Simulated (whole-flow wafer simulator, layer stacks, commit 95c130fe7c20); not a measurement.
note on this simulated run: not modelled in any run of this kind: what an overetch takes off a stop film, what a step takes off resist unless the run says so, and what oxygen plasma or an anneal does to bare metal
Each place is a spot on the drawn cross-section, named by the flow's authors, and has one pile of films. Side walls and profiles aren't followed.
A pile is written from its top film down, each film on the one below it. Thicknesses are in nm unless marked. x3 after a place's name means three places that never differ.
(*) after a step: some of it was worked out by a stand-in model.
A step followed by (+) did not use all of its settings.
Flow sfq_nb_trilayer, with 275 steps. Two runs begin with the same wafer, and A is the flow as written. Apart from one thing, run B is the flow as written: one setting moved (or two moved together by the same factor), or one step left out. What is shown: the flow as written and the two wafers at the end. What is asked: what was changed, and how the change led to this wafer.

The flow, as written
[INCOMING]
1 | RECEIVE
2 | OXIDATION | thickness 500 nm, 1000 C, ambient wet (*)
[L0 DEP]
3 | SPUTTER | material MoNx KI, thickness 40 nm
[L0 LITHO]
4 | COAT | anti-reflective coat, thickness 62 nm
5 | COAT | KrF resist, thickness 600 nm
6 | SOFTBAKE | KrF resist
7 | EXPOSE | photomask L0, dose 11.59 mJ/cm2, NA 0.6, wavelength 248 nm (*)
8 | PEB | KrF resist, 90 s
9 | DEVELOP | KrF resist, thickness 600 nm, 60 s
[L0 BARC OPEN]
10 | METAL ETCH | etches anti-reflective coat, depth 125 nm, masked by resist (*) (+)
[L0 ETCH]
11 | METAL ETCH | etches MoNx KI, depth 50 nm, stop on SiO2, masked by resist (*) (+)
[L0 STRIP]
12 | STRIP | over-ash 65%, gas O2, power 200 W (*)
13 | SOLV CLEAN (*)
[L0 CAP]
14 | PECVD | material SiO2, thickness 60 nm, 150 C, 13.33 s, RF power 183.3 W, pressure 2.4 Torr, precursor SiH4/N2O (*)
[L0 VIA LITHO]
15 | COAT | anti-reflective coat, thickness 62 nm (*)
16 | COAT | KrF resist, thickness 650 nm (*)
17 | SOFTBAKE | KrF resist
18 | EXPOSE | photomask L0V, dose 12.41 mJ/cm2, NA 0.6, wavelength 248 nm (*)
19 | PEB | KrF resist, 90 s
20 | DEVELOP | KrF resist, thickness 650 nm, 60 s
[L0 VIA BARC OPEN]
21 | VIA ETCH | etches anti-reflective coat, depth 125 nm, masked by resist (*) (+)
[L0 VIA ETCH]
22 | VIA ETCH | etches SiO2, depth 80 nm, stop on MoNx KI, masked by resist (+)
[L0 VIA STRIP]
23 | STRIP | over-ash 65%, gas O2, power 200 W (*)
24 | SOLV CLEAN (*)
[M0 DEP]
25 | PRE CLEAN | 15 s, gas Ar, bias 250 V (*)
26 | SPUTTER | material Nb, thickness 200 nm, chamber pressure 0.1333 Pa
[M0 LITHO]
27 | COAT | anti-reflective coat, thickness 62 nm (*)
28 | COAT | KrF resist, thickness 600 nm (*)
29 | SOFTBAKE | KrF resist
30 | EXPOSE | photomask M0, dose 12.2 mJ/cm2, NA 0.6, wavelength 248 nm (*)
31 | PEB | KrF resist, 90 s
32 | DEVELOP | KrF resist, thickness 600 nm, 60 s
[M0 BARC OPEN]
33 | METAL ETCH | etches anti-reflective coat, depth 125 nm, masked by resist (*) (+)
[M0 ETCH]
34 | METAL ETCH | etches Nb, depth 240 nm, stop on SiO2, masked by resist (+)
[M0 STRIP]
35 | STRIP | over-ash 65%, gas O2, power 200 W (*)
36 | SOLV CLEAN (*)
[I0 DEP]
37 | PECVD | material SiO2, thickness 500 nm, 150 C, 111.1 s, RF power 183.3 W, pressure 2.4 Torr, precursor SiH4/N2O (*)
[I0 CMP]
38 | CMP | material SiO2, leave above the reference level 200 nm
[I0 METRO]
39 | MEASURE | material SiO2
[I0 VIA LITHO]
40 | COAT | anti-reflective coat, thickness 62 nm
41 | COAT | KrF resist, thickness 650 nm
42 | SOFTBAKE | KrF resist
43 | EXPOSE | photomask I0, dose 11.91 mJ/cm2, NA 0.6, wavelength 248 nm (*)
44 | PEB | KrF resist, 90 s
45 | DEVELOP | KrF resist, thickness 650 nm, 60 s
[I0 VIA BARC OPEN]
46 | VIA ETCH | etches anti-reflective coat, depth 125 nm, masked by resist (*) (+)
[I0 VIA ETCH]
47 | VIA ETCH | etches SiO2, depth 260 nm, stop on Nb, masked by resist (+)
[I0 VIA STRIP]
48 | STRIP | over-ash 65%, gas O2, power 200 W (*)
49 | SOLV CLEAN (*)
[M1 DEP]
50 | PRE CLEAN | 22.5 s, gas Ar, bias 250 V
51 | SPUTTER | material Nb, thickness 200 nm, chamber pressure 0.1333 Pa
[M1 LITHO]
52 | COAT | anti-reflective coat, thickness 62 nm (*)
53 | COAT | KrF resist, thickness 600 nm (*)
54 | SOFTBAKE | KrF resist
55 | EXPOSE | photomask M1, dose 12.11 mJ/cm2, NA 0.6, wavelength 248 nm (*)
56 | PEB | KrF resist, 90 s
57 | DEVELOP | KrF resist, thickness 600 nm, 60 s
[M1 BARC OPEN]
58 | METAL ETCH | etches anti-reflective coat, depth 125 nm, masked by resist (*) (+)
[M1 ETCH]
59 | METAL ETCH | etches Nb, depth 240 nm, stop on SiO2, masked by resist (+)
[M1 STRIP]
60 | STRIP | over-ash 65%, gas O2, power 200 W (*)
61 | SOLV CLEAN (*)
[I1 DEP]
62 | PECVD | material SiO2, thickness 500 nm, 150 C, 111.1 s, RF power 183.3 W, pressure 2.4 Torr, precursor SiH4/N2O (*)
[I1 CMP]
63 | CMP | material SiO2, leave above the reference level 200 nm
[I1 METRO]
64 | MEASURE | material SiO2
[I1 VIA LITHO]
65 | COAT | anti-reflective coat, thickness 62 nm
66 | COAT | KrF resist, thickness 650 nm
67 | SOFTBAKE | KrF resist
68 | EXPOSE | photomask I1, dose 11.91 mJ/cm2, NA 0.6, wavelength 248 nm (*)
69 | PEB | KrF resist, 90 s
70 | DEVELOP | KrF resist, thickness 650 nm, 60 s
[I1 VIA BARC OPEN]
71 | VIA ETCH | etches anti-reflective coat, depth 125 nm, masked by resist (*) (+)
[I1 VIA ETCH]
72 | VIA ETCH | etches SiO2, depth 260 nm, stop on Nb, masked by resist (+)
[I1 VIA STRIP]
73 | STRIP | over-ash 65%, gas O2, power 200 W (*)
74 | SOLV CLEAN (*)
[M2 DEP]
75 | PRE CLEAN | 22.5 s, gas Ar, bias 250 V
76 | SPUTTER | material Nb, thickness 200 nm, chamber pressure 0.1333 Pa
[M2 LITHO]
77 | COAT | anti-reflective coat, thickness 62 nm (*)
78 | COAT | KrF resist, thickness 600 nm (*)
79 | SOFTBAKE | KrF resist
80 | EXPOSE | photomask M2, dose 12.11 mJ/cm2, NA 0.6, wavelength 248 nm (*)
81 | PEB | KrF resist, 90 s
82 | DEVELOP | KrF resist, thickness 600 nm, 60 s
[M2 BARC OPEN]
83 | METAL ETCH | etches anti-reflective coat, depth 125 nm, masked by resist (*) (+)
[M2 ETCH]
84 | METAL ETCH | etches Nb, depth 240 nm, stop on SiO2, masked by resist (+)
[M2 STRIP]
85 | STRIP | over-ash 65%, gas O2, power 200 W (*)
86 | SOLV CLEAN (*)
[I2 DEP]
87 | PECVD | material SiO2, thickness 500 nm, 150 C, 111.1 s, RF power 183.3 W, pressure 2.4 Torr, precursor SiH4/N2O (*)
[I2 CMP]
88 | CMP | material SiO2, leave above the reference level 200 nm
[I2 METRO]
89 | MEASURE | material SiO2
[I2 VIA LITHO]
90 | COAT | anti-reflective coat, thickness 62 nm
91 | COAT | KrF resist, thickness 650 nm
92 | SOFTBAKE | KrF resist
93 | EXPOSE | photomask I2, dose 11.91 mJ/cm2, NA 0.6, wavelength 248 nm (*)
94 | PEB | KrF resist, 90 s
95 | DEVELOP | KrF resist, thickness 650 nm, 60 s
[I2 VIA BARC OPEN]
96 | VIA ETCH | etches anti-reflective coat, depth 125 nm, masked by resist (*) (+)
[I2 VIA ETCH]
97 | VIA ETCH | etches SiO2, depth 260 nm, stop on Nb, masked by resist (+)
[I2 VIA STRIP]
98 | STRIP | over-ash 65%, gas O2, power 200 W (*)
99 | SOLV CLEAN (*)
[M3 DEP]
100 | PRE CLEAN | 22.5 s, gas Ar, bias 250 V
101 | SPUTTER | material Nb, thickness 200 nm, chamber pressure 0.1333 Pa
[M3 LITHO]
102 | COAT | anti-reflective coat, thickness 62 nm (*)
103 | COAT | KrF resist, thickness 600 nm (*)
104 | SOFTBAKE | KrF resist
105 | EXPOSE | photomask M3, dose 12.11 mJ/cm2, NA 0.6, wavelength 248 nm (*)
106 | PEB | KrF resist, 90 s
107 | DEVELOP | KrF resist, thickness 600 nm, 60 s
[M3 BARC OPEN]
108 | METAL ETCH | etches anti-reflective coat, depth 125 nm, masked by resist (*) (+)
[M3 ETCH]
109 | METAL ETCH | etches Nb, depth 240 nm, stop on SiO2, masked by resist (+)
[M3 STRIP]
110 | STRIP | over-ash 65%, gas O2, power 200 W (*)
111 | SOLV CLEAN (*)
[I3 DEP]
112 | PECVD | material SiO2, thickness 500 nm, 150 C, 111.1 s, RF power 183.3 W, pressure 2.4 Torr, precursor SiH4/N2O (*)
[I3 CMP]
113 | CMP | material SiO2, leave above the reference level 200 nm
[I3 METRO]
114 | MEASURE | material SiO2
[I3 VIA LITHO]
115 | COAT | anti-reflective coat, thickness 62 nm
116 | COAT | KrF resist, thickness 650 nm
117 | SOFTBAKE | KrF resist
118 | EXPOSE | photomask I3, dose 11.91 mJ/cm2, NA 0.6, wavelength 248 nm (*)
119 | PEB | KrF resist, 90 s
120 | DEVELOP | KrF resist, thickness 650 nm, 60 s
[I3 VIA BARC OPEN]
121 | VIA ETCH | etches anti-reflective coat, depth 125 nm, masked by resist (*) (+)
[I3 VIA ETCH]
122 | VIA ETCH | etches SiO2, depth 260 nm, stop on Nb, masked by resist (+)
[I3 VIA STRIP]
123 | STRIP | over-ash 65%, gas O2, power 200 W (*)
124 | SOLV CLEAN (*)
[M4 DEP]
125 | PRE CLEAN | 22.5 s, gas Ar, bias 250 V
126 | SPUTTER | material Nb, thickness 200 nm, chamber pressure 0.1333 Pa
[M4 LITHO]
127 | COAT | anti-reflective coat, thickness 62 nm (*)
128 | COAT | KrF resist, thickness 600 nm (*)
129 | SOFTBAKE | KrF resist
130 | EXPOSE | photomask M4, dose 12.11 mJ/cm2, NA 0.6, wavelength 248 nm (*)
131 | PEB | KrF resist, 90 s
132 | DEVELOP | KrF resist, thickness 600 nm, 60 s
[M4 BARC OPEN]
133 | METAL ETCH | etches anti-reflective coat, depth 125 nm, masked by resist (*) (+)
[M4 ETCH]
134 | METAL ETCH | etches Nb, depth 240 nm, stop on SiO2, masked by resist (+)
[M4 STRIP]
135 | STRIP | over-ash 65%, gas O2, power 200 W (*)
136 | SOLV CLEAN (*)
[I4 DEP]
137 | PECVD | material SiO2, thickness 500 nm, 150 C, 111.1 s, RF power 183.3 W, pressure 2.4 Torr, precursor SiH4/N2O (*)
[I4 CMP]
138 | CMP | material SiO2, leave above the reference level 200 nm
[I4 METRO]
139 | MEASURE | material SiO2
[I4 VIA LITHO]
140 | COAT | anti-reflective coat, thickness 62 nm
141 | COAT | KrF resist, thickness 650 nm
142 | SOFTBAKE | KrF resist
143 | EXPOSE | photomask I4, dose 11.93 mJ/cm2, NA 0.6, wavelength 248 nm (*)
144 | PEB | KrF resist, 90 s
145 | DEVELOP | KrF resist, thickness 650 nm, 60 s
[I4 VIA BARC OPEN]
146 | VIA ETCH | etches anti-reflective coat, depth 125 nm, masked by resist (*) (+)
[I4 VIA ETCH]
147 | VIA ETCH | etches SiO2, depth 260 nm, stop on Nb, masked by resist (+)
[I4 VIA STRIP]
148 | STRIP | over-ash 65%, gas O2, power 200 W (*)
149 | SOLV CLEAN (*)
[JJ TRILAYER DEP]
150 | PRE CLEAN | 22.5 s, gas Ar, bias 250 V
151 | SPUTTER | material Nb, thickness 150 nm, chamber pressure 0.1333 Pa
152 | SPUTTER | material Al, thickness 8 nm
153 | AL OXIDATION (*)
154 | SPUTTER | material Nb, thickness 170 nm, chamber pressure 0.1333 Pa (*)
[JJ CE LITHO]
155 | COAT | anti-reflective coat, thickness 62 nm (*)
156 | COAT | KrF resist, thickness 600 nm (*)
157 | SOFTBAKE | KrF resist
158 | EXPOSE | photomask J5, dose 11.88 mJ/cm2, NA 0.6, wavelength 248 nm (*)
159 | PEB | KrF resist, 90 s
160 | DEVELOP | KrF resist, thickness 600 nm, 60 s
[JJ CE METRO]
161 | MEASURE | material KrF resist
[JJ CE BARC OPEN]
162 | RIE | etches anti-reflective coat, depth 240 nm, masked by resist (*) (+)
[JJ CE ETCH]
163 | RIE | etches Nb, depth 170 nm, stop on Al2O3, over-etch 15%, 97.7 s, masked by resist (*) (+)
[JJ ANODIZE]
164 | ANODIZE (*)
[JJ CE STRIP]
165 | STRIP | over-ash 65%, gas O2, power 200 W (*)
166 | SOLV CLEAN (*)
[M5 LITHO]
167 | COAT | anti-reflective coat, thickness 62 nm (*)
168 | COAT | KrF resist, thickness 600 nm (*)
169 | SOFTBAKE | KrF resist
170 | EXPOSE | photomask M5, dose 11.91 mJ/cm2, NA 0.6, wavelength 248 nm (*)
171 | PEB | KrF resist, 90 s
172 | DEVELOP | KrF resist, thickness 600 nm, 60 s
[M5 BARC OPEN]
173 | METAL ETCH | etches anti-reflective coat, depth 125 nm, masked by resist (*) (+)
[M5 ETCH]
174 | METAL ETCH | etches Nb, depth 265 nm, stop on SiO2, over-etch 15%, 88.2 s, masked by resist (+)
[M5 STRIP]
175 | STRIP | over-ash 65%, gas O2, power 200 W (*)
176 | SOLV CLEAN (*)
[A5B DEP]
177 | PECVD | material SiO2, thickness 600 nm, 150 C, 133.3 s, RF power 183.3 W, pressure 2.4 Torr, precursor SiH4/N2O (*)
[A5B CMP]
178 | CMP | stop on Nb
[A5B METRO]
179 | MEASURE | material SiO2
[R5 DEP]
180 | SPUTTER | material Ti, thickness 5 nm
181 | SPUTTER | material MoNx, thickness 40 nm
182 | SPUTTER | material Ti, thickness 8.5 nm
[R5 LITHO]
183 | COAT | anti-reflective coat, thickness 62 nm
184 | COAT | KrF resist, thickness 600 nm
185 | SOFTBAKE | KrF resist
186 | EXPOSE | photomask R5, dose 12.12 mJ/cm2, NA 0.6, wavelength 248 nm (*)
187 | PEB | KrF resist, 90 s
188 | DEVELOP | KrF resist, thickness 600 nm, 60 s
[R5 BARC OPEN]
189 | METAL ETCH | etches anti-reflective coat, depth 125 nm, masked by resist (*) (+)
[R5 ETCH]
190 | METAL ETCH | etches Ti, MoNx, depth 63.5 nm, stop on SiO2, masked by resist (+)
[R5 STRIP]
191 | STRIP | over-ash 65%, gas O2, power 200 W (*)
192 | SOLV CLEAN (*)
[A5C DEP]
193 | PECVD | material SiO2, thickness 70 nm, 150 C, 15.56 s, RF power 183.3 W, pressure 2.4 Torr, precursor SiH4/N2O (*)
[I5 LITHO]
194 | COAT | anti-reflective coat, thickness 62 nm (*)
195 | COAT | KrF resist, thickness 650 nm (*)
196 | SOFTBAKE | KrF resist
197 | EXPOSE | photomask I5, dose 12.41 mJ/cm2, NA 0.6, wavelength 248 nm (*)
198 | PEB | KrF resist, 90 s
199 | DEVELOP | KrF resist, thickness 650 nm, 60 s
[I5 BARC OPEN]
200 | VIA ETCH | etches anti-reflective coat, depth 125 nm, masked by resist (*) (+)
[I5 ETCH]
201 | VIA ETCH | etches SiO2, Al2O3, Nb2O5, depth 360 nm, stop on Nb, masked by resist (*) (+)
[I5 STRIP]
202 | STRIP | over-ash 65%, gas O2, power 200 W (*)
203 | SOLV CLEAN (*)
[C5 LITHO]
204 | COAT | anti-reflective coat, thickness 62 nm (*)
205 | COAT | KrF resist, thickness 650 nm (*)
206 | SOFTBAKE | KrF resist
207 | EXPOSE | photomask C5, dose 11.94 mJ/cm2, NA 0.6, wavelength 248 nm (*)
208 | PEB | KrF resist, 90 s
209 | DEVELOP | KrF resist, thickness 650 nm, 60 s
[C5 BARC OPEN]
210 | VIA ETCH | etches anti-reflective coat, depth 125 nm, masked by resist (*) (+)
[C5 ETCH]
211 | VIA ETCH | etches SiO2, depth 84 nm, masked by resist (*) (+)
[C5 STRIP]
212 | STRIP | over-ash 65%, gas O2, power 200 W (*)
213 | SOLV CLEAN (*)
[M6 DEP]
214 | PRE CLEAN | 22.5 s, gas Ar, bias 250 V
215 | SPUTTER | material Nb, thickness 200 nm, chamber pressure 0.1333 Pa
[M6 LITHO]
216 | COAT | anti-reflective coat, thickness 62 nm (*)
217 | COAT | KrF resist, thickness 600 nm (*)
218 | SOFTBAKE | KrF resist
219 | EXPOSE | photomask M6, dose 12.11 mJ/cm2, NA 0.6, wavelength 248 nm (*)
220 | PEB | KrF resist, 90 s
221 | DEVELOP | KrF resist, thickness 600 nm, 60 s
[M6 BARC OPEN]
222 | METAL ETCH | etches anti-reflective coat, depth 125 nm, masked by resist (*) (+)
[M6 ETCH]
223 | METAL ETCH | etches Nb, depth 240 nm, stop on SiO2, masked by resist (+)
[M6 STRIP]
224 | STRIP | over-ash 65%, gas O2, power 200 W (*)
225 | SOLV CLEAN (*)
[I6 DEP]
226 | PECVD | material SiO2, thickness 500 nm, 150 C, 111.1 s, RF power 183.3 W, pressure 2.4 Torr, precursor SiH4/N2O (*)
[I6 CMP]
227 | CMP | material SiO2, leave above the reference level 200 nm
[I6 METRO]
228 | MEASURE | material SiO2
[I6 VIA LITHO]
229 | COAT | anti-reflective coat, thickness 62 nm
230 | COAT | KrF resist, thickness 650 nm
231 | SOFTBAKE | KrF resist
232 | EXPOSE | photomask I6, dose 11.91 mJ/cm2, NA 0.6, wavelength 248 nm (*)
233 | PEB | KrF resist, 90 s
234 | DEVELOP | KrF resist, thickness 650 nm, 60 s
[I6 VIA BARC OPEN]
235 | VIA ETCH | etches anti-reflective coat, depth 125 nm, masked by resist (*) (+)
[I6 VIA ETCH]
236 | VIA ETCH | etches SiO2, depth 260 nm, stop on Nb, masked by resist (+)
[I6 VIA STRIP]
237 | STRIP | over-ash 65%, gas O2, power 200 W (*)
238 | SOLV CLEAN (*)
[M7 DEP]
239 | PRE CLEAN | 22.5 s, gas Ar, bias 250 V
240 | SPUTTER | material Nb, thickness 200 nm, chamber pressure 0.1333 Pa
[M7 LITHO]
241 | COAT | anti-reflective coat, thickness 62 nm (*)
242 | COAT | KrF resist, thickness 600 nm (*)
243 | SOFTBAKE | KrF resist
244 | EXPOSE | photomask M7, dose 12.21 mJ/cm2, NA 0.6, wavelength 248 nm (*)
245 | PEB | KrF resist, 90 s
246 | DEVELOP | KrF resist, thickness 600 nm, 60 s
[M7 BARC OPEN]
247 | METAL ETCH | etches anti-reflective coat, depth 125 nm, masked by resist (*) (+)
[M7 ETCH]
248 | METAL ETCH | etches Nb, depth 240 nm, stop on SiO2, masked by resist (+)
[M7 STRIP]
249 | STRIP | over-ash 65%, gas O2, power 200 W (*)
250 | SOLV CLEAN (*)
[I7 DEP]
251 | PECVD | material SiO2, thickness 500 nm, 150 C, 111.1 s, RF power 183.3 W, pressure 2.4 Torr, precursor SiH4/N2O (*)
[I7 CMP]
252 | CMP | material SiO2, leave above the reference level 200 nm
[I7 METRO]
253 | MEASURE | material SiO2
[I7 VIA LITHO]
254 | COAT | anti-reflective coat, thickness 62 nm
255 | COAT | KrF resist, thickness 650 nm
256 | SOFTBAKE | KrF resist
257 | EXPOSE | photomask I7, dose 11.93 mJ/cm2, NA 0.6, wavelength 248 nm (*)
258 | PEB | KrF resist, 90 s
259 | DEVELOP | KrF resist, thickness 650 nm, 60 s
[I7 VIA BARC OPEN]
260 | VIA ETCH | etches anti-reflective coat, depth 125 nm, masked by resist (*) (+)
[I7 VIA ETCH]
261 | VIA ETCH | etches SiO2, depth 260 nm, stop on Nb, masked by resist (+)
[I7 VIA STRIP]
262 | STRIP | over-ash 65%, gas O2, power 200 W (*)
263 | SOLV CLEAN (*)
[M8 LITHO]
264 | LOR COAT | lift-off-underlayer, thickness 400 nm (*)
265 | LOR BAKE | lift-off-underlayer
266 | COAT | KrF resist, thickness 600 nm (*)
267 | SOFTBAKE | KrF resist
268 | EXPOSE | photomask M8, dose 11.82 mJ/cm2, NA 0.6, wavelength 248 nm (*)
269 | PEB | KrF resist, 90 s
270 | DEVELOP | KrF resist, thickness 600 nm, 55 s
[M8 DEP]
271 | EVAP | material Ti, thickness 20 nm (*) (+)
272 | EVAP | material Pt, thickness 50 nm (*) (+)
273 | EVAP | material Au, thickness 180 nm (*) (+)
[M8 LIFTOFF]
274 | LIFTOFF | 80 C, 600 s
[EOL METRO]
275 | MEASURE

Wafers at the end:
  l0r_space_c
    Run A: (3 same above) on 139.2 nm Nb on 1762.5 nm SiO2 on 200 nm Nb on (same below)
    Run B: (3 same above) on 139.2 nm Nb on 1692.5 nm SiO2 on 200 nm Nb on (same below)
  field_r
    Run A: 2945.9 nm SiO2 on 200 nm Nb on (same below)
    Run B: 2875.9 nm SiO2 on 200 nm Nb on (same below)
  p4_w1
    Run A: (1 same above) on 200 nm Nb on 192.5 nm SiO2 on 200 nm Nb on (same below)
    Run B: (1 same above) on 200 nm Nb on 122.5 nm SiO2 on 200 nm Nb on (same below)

What caused this: step 113, CMP: leave above the reference level 130 nm was run, while the flow as written has leave above the reference level 200 nm.

The path from the change to this, step by step:
  113 | CMP | material SiO2, leave above the reference level 200 nm
      field_l, be, be_sur and 64 more: A -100 SiO2 | B -170 SiO2
      v_sur, via_wl, via_wr and 27 more: A -300 SiO2 | B -370 SiO2
      (also at 9 further places)
  122 | VIA ETCH | etches SiO2, depth 260 nm, stop on Nb, masked by resist (+)
      field_l, v_sur, via_wl and 102 more: A -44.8 KrF resist | B -33.6 KrF resist
      via_v: A -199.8 SiO2 (all of it) | B -129.8 SiO2 (all of it)
  123 | STRIP | over-ash 65%, gas O2, power 200 W (*)
      field_l, v_sur, via_wl and 102 more: A -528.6 KrF resist (all of it), -62 anti-reflective coat (all of it) | B -539.9 KrF resist (all of it), -62 anti-reflective coat (all of it)
  126 | SPUTTER | material Nb, thickness 200 nm, chamber pressure 0.1333 Pa
      via_v: A +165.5 Nb | B +181 Nb
  127 | COAT | anti-reflective coat, thickness 62 nm (*)
      via_sp: A +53 anti-reflective coat (new film) | B +54.4 anti-reflective coat (new film)
      via_v: A +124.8 anti-reflective coat (new film) | B +108.7 anti-reflective coat (new film)
      (also at 1 further place)
  128 | COAT | KrF resist, thickness 600 nm (*)
      via_v: A +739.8 KrF resist (new film) | B +681.9 KrF resist (new film)
  135 | STRIP | over-ash 65%, gas O2, power 200 W (*)
      via_sp: A -373.9 KrF resist (all of it), -53 anti-reflective coat (all of it) | B -378.6 KrF resist (all of it), -54.4 anti-reflective coat (all of it)
      via_v: A -521.8 KrF resist (all of it), -124.8 anti-reflective coat (all of it) | B -464.1 KrF resist (all of it), -108.7 anti-reflective coat (all of it)
      (also at 1 further place)
  137 | PECVD | material SiO2, thickness 500 nm, 150 C, 111.1 s, RF power 183.3 W, pressure 2.4 Torr, precursor SiH4/N2O (*)
      via_v: A +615 SiO2 (new film) | B +505 SiO2 (new film)
  138 | CMP | material SiO2, leave above the reference level 200 nm
      via_v: A -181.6 SiO2 | B -157.1 SiO2
